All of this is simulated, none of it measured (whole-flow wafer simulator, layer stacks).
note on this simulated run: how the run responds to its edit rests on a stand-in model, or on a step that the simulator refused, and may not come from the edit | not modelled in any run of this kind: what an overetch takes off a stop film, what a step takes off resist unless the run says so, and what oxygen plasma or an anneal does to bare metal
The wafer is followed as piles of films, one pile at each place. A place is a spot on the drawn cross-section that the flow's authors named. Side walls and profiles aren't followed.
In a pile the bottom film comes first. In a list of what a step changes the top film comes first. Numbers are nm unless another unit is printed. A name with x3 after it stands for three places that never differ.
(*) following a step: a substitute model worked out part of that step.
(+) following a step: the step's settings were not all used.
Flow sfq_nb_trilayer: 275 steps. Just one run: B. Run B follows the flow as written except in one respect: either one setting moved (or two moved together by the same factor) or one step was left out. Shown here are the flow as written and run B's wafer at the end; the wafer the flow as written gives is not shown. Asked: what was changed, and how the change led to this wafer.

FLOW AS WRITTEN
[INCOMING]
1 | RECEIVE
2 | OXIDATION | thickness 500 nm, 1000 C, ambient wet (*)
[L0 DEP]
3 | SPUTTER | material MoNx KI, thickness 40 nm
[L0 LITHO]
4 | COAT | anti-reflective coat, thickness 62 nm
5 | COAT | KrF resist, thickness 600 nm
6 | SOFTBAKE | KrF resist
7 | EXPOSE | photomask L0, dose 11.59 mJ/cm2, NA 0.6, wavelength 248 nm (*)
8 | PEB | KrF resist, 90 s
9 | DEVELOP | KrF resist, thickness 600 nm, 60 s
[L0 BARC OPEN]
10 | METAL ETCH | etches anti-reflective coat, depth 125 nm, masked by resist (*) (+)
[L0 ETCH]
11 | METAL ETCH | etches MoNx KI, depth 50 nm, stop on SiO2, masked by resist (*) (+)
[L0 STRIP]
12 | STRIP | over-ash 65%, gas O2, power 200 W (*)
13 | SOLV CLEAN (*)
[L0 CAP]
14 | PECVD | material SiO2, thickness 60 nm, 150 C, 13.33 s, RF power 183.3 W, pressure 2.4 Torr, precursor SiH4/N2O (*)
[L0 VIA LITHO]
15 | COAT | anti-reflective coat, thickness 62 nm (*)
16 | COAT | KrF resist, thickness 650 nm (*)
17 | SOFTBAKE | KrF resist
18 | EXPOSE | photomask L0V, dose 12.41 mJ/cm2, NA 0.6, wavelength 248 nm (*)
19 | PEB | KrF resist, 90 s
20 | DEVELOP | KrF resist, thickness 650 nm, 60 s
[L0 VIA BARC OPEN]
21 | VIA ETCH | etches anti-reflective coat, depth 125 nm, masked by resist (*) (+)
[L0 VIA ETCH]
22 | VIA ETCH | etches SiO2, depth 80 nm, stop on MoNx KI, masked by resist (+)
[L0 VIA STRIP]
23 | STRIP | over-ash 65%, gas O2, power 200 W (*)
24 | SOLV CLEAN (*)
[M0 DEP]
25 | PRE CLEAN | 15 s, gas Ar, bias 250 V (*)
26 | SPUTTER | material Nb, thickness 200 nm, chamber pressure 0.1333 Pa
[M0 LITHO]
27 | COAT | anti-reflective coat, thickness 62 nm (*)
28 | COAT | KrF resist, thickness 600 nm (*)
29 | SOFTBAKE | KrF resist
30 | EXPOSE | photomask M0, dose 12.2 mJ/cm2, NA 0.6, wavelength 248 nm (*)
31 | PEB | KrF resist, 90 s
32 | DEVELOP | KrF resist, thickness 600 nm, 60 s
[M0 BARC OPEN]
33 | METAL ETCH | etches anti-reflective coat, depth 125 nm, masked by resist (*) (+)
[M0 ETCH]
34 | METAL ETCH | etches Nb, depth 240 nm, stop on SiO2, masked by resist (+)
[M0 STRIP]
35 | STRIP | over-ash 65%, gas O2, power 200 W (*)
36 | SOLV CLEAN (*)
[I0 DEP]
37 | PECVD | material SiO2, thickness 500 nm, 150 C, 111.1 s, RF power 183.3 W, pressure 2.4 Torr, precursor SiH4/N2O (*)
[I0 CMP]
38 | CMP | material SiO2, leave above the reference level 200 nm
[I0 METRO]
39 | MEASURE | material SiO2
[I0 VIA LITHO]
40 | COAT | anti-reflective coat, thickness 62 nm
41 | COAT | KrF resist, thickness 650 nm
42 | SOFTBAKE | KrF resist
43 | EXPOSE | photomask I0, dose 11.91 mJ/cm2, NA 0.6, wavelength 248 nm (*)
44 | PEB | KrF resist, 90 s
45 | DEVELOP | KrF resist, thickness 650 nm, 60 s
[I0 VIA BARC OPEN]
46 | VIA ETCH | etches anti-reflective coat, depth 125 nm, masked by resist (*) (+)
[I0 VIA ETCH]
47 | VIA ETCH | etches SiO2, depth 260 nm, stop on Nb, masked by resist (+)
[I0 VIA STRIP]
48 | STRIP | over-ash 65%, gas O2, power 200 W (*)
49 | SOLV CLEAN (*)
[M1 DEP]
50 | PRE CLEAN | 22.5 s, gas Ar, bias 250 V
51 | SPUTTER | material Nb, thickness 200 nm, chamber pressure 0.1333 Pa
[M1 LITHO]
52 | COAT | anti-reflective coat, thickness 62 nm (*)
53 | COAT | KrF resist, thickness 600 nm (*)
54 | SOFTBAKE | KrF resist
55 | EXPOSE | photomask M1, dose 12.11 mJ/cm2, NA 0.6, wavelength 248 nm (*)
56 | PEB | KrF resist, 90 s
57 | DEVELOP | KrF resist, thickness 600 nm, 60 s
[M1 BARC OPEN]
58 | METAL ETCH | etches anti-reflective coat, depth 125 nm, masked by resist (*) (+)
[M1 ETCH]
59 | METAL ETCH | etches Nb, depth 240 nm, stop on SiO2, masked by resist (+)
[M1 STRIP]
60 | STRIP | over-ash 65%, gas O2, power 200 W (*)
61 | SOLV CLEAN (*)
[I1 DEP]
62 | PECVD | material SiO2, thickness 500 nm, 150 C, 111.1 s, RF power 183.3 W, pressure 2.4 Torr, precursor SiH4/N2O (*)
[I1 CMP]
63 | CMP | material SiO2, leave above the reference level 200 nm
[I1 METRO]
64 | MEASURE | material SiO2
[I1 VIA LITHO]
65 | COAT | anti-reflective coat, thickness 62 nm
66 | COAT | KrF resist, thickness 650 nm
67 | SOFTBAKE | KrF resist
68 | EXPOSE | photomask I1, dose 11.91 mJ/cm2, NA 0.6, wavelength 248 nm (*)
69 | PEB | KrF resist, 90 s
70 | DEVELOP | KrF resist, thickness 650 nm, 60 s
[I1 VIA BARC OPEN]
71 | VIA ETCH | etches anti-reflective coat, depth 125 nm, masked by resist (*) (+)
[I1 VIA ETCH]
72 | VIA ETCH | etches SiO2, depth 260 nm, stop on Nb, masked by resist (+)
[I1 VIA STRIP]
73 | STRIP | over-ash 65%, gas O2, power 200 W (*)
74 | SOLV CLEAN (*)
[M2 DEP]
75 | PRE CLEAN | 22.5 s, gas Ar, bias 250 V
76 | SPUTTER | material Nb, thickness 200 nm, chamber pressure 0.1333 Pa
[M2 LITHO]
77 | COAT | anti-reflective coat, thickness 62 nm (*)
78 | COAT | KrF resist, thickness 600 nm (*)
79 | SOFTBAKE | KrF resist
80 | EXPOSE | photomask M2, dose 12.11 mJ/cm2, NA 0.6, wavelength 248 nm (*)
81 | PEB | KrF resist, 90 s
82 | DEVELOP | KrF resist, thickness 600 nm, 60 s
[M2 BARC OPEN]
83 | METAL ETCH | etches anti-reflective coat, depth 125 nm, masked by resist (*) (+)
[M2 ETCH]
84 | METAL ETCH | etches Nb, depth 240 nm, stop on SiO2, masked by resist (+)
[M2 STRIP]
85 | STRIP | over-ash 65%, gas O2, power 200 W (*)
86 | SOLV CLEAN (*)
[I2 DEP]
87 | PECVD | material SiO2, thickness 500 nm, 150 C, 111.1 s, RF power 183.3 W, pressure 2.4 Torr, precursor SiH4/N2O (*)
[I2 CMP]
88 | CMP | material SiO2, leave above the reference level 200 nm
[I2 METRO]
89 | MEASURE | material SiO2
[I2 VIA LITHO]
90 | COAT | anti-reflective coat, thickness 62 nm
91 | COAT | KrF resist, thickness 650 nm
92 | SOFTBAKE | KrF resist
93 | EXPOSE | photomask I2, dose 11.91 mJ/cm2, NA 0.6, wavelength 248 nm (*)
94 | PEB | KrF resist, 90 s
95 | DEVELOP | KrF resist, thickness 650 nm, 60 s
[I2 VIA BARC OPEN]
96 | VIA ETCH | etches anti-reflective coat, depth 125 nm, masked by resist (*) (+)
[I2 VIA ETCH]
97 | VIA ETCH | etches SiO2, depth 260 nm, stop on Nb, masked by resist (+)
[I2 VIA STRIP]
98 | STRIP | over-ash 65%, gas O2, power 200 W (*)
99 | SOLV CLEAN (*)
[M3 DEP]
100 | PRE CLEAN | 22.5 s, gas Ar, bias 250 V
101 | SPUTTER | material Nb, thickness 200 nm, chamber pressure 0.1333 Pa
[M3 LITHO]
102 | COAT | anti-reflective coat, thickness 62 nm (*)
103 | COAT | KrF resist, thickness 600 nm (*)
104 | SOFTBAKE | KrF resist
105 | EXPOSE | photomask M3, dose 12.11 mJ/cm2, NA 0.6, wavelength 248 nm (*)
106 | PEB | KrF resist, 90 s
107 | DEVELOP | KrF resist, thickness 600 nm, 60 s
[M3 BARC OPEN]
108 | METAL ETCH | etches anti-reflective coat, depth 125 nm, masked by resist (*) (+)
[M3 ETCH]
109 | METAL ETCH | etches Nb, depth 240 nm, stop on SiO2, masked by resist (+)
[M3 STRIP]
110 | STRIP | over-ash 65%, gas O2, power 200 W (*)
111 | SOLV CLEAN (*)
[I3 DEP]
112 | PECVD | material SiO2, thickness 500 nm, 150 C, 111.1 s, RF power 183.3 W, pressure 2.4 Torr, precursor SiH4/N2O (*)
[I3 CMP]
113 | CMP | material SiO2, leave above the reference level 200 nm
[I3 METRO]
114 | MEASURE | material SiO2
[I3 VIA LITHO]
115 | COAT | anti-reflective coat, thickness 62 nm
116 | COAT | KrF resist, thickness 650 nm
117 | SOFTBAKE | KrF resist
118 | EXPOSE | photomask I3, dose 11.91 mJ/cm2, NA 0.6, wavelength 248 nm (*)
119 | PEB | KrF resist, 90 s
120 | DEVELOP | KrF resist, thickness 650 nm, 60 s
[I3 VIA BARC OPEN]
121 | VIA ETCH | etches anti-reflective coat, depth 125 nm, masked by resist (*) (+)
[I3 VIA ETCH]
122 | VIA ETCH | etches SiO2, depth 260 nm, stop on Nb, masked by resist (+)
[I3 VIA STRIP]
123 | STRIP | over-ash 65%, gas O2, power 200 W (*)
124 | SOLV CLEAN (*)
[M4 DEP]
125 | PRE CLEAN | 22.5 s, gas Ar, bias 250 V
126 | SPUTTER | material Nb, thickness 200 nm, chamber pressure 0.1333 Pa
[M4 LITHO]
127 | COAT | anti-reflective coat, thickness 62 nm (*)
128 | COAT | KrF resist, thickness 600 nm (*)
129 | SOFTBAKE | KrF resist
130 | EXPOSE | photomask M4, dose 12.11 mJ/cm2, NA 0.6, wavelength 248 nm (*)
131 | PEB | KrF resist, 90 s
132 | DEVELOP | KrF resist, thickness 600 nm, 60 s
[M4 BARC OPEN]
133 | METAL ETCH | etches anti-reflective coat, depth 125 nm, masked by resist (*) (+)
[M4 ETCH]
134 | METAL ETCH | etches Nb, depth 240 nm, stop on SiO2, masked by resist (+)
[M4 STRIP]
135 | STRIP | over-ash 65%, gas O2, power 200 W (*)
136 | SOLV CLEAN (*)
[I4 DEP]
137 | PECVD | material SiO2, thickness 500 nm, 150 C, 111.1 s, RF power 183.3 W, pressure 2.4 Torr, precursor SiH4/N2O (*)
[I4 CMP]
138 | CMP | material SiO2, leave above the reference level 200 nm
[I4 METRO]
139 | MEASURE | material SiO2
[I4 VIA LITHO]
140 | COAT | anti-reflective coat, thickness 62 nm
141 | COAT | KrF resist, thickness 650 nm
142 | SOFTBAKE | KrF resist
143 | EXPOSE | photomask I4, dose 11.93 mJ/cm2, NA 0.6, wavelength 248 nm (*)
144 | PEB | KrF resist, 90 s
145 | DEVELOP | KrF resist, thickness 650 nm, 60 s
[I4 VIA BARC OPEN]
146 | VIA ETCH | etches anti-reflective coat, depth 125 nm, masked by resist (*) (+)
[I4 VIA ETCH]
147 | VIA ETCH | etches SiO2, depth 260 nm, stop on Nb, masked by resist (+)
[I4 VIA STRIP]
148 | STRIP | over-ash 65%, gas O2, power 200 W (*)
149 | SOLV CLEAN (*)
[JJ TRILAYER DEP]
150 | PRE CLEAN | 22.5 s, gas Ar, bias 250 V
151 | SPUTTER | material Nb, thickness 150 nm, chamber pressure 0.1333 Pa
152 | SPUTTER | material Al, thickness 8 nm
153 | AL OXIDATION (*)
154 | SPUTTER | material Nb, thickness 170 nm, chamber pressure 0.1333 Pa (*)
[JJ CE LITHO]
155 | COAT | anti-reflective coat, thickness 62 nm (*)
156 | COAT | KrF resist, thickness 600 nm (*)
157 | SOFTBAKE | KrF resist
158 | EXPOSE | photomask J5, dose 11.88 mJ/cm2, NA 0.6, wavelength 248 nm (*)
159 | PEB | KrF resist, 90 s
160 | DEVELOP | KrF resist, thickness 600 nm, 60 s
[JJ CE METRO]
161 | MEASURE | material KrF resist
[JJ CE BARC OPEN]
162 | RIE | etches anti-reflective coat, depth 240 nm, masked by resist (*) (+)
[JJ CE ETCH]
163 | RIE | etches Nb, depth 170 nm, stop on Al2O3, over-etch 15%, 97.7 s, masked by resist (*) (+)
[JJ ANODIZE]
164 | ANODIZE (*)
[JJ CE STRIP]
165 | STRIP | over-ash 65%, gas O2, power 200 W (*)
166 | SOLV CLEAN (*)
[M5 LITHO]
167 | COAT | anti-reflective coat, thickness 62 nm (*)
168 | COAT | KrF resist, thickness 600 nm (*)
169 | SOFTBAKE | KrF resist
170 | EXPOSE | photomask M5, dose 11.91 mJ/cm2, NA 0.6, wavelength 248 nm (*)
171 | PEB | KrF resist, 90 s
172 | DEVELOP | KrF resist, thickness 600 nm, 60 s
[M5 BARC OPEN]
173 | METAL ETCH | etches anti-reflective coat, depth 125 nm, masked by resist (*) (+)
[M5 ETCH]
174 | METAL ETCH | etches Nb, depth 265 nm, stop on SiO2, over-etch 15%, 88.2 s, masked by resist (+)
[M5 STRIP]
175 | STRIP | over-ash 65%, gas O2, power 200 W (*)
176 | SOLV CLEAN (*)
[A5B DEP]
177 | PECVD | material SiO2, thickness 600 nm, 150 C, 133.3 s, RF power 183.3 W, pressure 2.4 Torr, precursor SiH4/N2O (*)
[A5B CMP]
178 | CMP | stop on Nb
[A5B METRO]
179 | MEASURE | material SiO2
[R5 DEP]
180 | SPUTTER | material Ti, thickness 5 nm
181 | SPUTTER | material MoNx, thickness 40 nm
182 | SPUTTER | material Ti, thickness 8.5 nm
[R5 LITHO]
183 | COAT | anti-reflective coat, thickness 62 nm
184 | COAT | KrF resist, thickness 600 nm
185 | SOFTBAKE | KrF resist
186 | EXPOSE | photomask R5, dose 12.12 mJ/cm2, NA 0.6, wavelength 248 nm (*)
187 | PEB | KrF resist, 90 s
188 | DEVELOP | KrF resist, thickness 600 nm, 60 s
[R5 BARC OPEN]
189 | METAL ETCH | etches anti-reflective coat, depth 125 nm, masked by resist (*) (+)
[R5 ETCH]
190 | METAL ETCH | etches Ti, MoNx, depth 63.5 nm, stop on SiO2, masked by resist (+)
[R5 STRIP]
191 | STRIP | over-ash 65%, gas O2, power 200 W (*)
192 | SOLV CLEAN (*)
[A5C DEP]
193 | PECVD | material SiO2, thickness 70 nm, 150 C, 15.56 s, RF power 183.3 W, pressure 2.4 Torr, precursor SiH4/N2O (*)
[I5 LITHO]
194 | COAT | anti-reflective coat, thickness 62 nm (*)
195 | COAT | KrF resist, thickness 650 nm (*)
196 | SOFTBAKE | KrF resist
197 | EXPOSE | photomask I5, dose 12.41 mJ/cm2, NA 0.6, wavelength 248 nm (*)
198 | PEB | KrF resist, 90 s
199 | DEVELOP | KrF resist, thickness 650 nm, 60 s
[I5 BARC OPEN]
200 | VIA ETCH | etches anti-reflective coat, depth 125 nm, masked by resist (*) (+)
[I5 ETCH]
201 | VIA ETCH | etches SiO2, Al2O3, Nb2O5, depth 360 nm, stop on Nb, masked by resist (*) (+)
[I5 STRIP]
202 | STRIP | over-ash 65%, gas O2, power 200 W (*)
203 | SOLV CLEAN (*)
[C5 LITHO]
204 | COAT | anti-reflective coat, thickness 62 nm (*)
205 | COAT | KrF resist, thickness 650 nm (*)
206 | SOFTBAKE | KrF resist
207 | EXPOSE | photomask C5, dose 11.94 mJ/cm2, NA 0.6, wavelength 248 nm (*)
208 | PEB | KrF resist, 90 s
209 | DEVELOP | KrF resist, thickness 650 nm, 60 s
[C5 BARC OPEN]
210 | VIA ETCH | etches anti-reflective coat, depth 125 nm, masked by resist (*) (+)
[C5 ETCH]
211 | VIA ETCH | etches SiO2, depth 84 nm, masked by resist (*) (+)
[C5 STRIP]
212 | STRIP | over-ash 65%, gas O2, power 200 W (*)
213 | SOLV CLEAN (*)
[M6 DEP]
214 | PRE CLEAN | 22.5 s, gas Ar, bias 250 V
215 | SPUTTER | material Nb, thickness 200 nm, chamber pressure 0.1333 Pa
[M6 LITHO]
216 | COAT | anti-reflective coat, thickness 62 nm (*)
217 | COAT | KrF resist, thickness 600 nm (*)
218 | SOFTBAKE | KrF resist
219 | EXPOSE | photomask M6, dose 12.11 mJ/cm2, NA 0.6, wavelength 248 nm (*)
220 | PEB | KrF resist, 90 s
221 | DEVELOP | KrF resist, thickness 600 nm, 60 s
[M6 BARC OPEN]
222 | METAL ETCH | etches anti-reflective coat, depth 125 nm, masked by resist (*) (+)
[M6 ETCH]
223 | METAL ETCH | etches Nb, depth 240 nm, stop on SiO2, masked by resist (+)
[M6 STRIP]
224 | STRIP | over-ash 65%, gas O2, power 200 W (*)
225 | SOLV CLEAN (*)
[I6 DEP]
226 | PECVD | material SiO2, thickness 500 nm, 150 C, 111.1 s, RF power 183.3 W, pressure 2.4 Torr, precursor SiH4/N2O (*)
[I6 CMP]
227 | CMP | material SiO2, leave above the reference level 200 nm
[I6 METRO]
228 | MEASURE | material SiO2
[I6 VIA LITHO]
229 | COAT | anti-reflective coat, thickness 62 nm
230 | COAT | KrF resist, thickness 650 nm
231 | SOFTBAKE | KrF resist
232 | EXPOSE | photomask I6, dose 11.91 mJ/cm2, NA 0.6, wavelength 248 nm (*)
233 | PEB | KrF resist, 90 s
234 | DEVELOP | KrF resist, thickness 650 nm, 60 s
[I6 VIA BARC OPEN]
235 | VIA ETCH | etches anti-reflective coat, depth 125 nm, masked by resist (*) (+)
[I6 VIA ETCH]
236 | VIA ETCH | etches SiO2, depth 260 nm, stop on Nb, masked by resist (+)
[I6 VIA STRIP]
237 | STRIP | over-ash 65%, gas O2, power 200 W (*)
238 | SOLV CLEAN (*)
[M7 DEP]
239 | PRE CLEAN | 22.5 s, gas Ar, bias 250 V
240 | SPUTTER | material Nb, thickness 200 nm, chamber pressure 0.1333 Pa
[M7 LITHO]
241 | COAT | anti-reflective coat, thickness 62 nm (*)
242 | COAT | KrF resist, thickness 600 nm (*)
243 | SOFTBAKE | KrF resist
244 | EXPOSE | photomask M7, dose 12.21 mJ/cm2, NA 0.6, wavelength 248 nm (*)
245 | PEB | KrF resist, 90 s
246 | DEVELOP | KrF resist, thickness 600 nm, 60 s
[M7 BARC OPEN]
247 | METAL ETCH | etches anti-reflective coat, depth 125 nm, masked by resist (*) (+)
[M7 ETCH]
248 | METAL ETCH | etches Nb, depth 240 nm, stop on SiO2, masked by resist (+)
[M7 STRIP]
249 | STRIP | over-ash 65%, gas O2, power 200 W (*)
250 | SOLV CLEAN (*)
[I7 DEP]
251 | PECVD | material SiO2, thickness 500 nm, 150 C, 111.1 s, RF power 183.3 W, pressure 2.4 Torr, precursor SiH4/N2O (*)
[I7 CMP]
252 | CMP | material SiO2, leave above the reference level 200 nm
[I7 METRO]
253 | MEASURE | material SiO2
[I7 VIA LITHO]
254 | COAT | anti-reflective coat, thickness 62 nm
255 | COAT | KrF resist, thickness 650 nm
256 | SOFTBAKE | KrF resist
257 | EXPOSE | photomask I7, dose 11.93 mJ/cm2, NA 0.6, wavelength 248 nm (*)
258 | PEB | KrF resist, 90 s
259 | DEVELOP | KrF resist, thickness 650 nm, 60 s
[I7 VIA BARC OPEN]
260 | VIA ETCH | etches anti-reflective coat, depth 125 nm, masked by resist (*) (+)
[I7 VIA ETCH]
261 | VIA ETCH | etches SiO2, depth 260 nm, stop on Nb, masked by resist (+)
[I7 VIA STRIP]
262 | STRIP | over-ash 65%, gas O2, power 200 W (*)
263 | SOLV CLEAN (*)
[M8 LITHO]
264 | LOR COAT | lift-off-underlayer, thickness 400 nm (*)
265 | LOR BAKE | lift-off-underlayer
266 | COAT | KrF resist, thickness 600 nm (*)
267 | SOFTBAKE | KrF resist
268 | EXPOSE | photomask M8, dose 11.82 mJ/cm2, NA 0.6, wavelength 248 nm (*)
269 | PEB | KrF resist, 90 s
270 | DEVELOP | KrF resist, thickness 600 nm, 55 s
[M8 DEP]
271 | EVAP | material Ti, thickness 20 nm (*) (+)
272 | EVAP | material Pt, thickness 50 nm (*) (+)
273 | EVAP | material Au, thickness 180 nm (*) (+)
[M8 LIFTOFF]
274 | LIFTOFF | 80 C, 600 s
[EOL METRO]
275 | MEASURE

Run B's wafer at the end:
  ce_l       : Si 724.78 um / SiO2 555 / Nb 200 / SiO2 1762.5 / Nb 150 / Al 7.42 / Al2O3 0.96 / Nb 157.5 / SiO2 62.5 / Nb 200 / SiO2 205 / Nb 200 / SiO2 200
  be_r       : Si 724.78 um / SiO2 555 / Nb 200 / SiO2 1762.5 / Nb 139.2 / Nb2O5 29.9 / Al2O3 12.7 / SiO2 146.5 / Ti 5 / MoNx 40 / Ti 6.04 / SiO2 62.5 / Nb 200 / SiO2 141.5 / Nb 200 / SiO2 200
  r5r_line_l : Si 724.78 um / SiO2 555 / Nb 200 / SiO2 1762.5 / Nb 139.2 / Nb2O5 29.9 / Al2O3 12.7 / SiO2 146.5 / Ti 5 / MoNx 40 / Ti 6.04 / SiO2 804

Cause: step 182, SPUTTER: thickness 6.04 nm was run, while the flow as written has thickness 8.5 nm.
One can read it off the wafer: be_r has Ti 6.04, and step 182 as written asks for 8.5 nm.

How this came from the change, step by step:
  182 | SPUTTER | material Ti, thickness 8.5 nm
      field_l, v_sur, via_wl and 103 more: +6.04 Ti (new film) (in the flow as written it would be: +8.5 Ti (new film))
  190 | METAL ETCH | etches Ti, MoNx, depth 63.5 nm, stop on SiO2, masked by resist (+)
      field_l, v_sur, via_wl and 92 more: -6.04 Ti (all of it), -40 MoNx (all of it), -5 Ti (all of it) (in the flow as written it would be: -8.5 Ti (all of it), -40 MoNx (all of it), -5 Ti (all of it))
      ce_l, c5j, ce_r, wl_jj: -6.04 Ti (all of it), -40 MoNx (all of it), -5 Ti (all of it), -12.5 Nb (in the flow as written it would be: -8.5 Ti (all of it), -40 MoNx (all of it), -5 Ti (all of it), -10 Nb)
